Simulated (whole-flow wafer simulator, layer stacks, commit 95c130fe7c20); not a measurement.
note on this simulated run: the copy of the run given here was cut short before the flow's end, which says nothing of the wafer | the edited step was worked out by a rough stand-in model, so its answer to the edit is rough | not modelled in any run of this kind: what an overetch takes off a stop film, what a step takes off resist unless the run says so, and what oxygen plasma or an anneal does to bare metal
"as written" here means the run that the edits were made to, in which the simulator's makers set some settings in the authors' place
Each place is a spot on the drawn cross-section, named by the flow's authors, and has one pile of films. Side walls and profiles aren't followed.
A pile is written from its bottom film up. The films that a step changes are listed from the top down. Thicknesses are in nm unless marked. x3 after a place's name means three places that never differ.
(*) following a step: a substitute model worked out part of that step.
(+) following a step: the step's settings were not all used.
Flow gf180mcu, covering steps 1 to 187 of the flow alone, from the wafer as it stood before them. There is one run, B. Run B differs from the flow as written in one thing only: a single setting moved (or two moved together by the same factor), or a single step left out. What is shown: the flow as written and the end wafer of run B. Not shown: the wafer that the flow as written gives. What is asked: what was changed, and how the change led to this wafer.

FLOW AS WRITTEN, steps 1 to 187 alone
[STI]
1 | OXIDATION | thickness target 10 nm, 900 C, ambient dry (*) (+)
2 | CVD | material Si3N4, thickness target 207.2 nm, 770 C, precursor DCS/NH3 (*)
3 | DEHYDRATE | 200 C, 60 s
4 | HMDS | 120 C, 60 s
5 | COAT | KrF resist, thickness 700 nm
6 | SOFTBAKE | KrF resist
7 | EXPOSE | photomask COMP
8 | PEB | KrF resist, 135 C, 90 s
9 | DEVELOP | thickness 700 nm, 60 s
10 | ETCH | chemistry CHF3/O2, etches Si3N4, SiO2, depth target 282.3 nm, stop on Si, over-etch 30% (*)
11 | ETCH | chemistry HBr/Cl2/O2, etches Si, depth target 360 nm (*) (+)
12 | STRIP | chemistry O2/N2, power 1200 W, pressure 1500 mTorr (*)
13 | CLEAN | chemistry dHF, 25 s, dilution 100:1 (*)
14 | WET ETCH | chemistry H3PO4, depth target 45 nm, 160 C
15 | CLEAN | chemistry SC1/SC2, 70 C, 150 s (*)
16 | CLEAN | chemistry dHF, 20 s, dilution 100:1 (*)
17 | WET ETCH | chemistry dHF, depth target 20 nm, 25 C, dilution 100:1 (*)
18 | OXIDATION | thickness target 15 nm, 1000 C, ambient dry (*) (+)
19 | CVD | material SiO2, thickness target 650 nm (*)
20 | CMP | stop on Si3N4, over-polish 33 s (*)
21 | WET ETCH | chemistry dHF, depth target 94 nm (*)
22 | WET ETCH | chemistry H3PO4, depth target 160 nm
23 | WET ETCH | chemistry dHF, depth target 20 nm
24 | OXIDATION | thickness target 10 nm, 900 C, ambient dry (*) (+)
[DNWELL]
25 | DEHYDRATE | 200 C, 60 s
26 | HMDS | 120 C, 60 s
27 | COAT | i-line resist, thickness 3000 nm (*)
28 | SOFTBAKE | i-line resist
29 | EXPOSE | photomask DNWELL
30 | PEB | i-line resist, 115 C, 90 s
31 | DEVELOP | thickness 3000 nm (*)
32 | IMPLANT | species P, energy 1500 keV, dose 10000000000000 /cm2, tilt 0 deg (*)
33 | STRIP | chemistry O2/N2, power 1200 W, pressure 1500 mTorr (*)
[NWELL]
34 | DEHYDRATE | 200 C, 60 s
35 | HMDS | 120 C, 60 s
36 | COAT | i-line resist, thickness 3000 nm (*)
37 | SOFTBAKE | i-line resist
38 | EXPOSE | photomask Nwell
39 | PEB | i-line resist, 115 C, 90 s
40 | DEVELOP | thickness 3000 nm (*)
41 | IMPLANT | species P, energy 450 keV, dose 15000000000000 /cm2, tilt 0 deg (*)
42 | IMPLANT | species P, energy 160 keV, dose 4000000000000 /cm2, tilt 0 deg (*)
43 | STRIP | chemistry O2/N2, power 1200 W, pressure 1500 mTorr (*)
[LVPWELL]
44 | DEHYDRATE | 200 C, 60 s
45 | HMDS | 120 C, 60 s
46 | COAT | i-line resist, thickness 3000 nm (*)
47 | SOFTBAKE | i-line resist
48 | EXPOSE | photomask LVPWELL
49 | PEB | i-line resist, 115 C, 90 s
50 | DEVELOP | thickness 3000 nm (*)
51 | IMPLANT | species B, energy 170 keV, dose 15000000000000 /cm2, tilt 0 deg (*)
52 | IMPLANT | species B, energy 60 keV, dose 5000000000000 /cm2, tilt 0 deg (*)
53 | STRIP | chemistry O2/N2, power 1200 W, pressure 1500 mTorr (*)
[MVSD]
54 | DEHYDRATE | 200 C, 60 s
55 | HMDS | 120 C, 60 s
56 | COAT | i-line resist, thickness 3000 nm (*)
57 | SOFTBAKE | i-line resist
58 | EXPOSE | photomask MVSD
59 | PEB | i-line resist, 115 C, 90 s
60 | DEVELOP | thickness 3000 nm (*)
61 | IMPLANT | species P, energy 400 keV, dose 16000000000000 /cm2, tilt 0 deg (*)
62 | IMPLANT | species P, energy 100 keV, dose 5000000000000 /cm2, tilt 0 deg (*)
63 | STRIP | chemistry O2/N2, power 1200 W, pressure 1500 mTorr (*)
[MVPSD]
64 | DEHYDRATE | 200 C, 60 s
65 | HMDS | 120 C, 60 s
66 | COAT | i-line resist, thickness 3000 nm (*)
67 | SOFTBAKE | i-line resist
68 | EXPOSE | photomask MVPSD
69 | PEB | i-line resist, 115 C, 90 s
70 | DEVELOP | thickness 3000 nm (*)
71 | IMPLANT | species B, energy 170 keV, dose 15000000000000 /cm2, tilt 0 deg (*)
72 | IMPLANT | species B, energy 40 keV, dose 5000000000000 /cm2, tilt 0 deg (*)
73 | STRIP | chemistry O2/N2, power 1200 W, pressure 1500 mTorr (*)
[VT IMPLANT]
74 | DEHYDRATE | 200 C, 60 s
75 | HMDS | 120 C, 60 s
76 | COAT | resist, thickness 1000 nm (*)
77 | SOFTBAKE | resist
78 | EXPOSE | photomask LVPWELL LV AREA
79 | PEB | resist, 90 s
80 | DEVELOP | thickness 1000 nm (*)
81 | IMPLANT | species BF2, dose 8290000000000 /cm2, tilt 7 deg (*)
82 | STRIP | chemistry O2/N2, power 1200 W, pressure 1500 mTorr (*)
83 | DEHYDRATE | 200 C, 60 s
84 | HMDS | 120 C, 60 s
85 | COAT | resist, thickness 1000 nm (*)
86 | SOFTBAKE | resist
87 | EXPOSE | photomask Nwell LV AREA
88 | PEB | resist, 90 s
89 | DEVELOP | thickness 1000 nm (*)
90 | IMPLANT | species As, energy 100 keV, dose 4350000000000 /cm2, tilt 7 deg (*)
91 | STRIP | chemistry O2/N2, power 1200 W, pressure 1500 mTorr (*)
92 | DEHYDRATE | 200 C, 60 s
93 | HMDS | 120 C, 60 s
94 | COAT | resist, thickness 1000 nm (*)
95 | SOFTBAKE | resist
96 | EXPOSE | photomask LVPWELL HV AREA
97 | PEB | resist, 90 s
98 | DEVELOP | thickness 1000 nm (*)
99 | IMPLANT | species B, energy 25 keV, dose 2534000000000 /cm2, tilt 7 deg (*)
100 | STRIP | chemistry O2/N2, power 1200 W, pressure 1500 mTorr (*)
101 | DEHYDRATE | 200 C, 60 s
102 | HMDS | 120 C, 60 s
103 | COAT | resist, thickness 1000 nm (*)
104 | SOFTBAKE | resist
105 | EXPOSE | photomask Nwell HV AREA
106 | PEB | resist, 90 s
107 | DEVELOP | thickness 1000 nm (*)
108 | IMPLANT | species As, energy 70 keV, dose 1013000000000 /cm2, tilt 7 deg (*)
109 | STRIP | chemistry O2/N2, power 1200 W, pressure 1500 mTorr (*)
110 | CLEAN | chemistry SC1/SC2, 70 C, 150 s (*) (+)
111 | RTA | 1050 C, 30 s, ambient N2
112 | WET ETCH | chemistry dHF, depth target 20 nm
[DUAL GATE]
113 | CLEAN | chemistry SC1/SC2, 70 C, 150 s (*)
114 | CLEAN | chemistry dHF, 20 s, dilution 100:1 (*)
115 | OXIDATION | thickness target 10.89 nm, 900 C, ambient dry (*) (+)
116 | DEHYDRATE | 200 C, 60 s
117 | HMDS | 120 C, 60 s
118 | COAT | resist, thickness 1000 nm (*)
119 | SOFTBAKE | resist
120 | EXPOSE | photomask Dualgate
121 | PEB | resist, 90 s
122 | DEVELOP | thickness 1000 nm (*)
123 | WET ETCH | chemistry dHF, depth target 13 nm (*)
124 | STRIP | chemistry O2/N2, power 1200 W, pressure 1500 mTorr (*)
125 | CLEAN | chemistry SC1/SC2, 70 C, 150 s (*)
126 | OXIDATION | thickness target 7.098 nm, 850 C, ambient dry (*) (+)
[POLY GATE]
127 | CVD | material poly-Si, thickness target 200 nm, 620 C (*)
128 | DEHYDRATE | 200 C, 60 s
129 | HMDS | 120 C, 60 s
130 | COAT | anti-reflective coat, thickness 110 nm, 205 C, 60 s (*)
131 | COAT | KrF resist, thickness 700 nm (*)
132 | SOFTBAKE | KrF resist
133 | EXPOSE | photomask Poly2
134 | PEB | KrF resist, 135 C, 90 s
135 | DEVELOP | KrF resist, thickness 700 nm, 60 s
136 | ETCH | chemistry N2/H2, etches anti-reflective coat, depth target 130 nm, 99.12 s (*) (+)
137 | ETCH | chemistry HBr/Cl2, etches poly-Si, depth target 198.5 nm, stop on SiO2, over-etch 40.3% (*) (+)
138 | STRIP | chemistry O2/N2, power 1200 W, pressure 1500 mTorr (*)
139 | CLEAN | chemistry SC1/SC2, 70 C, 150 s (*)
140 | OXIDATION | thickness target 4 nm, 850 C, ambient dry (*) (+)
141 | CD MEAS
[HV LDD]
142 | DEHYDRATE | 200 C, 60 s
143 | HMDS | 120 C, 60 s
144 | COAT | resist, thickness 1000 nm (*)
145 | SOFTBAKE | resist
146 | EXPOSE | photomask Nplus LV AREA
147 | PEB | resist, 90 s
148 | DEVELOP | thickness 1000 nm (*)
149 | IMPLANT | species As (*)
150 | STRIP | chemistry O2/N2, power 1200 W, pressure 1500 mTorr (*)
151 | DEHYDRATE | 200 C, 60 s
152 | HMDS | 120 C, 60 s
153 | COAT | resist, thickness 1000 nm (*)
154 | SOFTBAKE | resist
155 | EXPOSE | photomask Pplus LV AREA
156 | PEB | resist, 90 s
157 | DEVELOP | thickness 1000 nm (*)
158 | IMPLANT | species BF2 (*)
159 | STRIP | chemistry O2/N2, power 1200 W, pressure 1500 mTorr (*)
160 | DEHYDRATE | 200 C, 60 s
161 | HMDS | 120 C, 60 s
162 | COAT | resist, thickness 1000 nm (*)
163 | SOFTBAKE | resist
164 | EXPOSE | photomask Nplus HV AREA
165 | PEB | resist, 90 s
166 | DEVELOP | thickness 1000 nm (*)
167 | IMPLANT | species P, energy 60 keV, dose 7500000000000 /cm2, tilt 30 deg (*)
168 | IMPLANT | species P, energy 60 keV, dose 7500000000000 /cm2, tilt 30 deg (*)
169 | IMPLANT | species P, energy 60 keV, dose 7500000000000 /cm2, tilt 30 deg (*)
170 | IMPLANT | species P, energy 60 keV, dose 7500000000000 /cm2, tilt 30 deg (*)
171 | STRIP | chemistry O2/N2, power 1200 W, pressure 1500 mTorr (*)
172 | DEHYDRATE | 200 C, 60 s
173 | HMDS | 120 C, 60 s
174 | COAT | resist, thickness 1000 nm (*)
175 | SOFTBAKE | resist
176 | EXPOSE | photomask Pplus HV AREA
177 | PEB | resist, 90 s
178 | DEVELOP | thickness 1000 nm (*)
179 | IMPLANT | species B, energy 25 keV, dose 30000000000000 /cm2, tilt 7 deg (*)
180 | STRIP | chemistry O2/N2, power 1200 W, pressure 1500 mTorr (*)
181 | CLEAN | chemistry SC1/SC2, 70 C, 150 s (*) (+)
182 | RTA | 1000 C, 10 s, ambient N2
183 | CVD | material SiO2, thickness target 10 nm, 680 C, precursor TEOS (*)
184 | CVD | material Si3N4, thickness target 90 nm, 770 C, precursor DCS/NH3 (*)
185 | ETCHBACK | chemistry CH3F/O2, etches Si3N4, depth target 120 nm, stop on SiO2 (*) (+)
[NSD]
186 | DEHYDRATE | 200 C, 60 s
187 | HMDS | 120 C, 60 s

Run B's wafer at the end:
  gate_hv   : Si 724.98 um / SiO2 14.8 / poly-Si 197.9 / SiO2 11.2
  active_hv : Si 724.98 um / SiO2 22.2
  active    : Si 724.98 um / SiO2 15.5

What caused this: step 126, OXIDATION: 862 C was run, though the flow has 850 C.

The path from the change to this, step by step:
  126 | OXIDATION | thickness target 7.098 nm, 850 C, ambient dry (*) (+)
      gate_hv, active_hv, active_nat and 25 more: SiO2 gains 4.29, Si loses 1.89 (in the flow as written it would be: SiO2 gains 3.72, Si loses 1.64)
      active, n_well, p_well and 12 more: SiO2 gains 7.96 (new film), chemical SiO2 loses 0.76 (all of it), Si loses 3.17 (in the flow as written it would be: SiO2 gains 7.1 (new film), chemical SiO2 loses 0.76 (all of it), Si loses 2.79)
